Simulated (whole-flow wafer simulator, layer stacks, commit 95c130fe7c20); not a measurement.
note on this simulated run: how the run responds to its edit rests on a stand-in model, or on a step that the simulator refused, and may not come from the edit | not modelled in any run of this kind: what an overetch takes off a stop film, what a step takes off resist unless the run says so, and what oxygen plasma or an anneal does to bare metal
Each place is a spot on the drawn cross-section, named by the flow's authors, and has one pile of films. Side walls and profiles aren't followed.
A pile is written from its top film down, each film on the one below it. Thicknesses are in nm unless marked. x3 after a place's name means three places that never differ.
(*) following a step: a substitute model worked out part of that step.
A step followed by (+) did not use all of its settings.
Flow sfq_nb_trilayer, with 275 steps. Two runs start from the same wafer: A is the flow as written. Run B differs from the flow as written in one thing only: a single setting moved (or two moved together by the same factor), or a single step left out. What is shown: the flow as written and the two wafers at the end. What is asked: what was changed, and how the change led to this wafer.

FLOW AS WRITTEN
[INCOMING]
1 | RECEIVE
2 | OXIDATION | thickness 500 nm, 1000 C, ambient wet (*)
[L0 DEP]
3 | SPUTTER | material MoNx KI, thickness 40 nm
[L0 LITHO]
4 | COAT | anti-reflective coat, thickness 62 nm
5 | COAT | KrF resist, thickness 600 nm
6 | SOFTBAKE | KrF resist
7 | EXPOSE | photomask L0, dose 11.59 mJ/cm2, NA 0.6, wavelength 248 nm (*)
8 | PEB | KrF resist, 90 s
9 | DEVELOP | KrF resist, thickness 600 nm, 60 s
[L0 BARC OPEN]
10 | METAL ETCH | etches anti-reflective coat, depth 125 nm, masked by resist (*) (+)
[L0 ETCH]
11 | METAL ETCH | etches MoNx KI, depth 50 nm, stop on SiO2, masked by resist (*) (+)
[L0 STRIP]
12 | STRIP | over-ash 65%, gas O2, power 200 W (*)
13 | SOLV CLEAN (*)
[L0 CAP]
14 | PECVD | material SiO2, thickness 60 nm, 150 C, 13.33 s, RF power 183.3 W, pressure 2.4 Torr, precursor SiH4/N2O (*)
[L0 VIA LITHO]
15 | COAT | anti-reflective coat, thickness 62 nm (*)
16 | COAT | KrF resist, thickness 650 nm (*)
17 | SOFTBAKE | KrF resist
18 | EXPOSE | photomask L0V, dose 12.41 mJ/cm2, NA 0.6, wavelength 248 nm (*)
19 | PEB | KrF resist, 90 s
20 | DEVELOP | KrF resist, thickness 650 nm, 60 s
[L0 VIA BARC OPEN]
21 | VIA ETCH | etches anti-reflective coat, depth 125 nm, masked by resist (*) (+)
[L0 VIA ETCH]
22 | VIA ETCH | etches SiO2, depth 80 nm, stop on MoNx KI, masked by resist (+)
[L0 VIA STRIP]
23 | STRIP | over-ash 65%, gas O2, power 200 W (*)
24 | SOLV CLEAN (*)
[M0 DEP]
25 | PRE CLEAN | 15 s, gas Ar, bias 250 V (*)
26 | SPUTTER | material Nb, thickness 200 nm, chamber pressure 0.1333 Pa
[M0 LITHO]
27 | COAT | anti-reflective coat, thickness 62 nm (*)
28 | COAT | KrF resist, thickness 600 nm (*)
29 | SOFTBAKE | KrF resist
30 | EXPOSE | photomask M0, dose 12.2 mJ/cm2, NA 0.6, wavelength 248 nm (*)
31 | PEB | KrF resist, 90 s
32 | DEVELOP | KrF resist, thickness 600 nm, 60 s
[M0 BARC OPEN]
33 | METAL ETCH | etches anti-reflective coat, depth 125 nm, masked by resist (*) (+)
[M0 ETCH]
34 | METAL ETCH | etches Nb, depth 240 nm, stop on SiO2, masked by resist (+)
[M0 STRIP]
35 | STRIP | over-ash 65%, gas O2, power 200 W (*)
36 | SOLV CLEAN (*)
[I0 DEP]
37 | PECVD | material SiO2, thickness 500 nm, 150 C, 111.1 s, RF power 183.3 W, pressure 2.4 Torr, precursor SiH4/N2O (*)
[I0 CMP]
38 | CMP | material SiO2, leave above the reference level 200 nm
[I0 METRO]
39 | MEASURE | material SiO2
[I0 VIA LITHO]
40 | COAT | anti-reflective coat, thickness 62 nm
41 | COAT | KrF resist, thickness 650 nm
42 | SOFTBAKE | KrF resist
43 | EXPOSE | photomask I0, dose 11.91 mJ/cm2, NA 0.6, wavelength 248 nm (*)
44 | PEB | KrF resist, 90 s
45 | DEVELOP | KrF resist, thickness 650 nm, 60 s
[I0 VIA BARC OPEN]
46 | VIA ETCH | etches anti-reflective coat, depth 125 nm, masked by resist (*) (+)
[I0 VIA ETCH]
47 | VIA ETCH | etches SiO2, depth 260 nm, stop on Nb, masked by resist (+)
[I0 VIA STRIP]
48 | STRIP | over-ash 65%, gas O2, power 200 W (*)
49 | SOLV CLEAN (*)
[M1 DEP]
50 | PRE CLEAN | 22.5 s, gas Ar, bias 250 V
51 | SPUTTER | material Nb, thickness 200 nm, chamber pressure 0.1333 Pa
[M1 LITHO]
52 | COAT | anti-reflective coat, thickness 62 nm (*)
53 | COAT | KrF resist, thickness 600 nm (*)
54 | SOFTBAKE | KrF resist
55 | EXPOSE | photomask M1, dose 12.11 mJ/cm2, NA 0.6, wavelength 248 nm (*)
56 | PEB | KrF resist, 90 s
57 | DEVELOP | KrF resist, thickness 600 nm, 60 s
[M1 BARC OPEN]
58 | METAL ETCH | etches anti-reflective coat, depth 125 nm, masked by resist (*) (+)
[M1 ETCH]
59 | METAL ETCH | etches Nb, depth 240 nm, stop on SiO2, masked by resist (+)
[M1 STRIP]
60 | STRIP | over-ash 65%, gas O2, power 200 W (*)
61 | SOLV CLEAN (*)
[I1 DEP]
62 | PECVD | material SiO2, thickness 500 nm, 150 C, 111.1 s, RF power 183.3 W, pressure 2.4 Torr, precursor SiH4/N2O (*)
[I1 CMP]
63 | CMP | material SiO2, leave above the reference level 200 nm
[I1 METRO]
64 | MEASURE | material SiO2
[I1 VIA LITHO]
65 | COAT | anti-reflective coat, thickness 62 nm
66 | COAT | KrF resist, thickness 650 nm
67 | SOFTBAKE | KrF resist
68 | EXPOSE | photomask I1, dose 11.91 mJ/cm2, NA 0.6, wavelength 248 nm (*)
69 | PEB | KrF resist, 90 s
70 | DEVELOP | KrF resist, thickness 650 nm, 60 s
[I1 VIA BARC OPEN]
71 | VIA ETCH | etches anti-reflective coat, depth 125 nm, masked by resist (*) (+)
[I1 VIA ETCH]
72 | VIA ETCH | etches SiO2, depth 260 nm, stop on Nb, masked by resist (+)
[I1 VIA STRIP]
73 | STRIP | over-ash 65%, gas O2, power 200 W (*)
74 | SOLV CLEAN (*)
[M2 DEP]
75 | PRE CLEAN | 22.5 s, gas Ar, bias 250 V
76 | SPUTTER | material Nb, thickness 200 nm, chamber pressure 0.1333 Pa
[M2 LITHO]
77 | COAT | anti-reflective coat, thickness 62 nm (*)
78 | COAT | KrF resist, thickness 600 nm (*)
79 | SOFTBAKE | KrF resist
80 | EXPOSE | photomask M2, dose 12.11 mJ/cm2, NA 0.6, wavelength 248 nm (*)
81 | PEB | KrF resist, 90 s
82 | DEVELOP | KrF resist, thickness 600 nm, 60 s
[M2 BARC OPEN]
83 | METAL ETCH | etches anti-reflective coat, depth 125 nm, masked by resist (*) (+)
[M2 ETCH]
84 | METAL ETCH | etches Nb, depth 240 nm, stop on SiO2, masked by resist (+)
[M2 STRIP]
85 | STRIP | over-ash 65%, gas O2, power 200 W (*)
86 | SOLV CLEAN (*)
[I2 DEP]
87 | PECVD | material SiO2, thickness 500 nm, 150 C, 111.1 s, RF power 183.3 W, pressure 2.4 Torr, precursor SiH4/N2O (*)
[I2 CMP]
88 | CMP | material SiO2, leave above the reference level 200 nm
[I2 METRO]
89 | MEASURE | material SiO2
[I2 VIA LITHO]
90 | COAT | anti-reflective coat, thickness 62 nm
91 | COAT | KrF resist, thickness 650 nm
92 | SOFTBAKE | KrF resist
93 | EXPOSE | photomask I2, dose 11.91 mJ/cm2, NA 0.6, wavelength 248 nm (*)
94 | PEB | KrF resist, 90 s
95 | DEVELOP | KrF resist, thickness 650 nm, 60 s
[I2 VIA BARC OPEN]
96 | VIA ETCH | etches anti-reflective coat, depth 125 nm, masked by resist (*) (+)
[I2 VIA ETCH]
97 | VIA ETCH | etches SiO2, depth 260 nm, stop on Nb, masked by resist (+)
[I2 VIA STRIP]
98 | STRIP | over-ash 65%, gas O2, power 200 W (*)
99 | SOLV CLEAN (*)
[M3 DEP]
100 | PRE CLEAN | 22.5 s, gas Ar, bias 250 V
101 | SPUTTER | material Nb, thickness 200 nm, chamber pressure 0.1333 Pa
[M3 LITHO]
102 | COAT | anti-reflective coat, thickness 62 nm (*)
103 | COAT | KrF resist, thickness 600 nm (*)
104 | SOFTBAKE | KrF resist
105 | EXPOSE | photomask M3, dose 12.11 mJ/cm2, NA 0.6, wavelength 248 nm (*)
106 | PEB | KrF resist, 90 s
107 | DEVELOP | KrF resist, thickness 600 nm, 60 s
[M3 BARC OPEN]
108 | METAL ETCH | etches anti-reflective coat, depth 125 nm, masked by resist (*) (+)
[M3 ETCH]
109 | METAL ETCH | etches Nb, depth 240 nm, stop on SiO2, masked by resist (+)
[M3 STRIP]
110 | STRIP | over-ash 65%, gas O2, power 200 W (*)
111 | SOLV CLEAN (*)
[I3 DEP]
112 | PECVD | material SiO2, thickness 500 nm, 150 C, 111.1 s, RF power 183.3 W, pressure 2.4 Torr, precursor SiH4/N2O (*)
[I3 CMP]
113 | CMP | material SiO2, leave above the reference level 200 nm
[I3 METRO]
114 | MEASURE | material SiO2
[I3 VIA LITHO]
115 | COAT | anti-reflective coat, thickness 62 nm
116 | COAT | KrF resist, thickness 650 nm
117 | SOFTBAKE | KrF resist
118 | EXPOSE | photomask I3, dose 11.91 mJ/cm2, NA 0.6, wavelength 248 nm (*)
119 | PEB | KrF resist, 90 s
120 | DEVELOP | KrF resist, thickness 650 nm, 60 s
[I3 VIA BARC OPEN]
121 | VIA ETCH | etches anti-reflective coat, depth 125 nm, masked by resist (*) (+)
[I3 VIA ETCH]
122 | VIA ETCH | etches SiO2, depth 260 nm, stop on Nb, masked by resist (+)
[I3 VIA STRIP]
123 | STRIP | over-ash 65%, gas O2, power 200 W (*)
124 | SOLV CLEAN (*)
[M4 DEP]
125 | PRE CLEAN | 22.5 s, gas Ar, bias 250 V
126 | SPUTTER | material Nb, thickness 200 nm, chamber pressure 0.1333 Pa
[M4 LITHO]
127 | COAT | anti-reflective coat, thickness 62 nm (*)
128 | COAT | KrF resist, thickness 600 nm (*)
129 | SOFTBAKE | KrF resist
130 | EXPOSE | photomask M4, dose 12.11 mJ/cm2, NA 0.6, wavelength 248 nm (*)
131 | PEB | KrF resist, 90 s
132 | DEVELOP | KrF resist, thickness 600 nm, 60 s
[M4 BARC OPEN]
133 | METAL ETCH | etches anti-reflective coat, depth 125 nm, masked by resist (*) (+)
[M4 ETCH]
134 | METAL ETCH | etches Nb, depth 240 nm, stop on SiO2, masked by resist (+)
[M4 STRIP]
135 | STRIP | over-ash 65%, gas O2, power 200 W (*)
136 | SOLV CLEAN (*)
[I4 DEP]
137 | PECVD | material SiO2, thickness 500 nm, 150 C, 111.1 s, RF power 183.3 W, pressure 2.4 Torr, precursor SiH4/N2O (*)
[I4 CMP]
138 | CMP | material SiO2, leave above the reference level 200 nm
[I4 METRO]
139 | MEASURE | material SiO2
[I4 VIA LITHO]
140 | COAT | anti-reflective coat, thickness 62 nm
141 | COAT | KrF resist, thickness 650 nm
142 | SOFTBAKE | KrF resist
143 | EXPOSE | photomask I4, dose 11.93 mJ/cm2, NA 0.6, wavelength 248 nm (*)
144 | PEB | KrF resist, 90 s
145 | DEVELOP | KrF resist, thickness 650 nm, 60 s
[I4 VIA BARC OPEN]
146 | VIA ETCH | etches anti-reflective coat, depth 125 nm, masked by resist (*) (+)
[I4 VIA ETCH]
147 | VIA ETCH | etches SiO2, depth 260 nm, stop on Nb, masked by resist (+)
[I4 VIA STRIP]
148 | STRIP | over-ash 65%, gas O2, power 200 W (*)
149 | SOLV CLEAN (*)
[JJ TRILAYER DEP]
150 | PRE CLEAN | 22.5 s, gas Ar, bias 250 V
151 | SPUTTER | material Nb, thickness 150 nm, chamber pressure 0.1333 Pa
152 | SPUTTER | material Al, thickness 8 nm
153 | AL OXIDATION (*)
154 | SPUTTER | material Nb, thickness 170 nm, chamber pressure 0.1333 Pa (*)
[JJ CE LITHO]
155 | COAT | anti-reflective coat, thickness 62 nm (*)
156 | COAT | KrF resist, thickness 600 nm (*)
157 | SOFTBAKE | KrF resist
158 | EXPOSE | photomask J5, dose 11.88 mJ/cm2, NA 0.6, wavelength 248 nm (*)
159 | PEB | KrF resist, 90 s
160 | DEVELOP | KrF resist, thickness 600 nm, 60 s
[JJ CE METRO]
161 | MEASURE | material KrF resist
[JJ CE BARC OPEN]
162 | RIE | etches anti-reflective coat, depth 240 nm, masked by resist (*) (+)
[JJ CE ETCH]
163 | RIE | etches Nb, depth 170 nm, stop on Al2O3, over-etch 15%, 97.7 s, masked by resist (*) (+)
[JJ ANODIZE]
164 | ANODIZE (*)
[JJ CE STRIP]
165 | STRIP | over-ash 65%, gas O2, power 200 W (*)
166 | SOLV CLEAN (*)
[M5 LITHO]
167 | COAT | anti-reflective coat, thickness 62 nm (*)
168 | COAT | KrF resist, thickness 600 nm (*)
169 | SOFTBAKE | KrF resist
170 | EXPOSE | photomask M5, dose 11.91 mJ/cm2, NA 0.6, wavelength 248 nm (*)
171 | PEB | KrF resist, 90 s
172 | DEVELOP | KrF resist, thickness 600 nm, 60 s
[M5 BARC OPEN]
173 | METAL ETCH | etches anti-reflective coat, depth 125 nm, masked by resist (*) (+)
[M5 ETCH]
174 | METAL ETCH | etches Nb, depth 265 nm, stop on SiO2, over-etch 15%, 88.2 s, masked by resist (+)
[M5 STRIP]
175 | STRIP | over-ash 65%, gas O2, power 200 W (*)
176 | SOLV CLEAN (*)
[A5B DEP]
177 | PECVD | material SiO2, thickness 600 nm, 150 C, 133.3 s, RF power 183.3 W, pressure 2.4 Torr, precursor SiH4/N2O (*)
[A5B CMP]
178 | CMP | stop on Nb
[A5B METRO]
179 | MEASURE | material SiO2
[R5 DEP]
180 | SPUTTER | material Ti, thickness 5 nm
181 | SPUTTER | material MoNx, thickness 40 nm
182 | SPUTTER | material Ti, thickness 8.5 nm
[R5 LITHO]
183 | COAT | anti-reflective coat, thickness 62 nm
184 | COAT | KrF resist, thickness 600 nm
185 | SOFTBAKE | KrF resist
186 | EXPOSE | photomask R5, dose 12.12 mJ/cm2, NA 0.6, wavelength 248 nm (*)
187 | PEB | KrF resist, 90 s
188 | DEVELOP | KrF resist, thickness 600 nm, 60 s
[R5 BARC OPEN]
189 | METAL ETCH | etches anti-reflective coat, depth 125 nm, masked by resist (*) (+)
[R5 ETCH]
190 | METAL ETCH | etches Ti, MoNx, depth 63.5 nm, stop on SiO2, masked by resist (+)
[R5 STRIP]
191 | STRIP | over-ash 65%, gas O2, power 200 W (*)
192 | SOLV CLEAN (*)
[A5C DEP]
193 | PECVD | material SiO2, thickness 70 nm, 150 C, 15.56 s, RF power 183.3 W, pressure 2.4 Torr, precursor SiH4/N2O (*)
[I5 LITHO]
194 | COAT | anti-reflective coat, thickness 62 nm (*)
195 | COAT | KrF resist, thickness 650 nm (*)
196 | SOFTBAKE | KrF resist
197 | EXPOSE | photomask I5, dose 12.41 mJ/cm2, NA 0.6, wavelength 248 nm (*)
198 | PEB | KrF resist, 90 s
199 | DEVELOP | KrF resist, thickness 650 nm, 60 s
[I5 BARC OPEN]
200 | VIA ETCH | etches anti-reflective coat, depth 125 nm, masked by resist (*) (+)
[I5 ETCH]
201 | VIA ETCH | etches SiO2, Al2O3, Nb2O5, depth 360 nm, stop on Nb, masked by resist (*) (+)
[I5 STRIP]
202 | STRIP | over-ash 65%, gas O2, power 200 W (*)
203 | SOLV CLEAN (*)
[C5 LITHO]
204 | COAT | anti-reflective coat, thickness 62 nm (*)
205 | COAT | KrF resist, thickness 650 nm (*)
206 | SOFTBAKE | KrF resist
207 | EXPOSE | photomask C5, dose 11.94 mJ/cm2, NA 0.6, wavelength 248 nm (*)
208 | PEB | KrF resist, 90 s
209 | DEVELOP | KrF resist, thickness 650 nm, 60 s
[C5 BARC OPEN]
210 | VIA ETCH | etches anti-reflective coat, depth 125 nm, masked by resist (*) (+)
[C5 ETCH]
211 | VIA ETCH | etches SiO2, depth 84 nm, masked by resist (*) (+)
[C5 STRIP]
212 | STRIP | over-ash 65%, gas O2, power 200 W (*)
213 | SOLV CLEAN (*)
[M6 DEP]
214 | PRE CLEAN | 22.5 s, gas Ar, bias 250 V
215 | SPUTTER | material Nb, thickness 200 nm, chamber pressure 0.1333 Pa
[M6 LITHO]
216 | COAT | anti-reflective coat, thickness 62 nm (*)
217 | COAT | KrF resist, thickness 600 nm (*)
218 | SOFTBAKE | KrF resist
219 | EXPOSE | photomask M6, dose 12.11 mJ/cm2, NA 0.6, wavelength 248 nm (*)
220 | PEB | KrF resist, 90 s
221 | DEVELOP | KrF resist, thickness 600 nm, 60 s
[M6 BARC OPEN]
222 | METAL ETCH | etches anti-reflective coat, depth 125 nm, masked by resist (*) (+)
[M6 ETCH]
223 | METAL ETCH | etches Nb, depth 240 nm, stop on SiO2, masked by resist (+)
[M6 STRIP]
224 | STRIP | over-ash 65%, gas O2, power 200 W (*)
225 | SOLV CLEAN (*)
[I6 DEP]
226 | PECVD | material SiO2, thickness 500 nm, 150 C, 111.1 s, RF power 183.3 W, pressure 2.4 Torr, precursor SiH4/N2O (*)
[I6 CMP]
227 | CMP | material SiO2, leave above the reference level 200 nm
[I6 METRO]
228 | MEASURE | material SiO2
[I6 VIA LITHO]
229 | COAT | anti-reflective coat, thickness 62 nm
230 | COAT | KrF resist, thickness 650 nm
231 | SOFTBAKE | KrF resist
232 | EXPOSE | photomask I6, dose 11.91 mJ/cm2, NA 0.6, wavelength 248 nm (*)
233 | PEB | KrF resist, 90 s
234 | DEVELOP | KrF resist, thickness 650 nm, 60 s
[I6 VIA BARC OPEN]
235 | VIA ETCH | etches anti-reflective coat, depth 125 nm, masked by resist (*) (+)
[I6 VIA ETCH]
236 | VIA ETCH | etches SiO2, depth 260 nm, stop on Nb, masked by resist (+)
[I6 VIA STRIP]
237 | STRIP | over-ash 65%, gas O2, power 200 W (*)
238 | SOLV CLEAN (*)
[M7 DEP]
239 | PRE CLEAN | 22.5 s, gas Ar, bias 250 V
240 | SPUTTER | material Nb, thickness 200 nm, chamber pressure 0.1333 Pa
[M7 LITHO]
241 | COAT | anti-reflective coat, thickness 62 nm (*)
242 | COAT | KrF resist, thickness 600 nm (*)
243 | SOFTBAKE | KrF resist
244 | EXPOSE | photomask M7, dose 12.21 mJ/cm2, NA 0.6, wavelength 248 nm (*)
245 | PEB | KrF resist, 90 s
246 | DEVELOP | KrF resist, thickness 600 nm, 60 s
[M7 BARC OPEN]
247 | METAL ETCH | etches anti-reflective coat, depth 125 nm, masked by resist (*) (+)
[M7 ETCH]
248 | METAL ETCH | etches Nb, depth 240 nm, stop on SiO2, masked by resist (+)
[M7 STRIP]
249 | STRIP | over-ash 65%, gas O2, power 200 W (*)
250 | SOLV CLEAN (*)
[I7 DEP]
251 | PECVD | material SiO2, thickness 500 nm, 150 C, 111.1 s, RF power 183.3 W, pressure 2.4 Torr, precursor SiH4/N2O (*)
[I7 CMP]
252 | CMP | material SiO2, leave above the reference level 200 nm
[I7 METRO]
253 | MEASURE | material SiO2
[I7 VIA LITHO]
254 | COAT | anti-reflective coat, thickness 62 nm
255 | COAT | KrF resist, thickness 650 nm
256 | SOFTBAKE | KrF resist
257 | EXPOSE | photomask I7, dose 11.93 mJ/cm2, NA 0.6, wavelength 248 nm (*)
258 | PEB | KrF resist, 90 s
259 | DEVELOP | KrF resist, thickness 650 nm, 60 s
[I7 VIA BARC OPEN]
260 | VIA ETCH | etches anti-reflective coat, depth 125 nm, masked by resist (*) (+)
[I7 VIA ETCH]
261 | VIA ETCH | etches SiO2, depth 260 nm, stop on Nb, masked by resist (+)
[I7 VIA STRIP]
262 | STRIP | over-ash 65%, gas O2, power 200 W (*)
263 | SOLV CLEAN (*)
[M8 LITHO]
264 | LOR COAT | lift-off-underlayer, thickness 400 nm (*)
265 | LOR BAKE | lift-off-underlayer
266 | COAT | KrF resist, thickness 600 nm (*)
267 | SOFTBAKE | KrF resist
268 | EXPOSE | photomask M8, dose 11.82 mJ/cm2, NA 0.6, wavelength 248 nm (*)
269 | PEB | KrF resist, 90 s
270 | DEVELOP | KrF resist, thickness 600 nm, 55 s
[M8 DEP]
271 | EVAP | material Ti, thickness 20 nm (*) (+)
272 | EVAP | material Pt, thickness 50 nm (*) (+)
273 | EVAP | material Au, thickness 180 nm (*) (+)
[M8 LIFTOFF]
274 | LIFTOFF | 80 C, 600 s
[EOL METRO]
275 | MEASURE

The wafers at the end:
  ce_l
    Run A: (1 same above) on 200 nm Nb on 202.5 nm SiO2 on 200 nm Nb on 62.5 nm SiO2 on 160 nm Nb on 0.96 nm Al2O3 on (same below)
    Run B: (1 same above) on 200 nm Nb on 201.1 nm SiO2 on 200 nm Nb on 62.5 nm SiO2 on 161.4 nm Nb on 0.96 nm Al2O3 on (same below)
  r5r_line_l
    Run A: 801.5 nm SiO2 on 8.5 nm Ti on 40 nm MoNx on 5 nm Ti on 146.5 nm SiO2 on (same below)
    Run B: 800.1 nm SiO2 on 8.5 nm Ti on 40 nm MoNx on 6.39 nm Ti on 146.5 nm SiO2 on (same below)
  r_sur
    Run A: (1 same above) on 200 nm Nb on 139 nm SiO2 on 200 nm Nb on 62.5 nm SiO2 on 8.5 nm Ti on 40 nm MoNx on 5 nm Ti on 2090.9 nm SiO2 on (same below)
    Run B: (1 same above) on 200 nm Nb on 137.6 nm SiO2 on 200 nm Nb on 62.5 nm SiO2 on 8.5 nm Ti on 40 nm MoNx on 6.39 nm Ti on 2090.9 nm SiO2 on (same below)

Cause: step 180, SPUTTER: thickness 6.386 nm was run, whereas the flow has thickness 5 nm.
The wafer itself shows it: r5r_line_l has Ti 6.39, and step 180 as written asks for 5 nm.

The path from the change to this, step by step:
  180 | SPUTTER | material Ti, thickness 5 nm
      field_l, v_sur, via_wl and 103 more: A Ti gains 5 (new film) | B Ti gains 6.39 (new film)
  190 | METAL ETCH | etches Ti, MoNx, depth 63.5 nm, stop on SiO2, masked by resist (+)
      field_l, v_sur, via_wl and 92 more: A Ti loses 8.5 (all of it), MoNx loses 40 (all of it), Ti loses 5 (all of it) | B Ti loses 8.5 (all of it), MoNx loses 40 (all of it), Ti loses 6.39 (all of it)
      ce_l, c5j, ce_r, wl_jj: A Ti loses 8.5 (all of it), MoNx loses 40 (all of it), Ti loses 5 (all of it), Nb loses 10 | B Ti loses 8.5 (all of it), MoNx loses 40 (all of it), Ti loses 6.39 (all of it), Nb loses 8.61
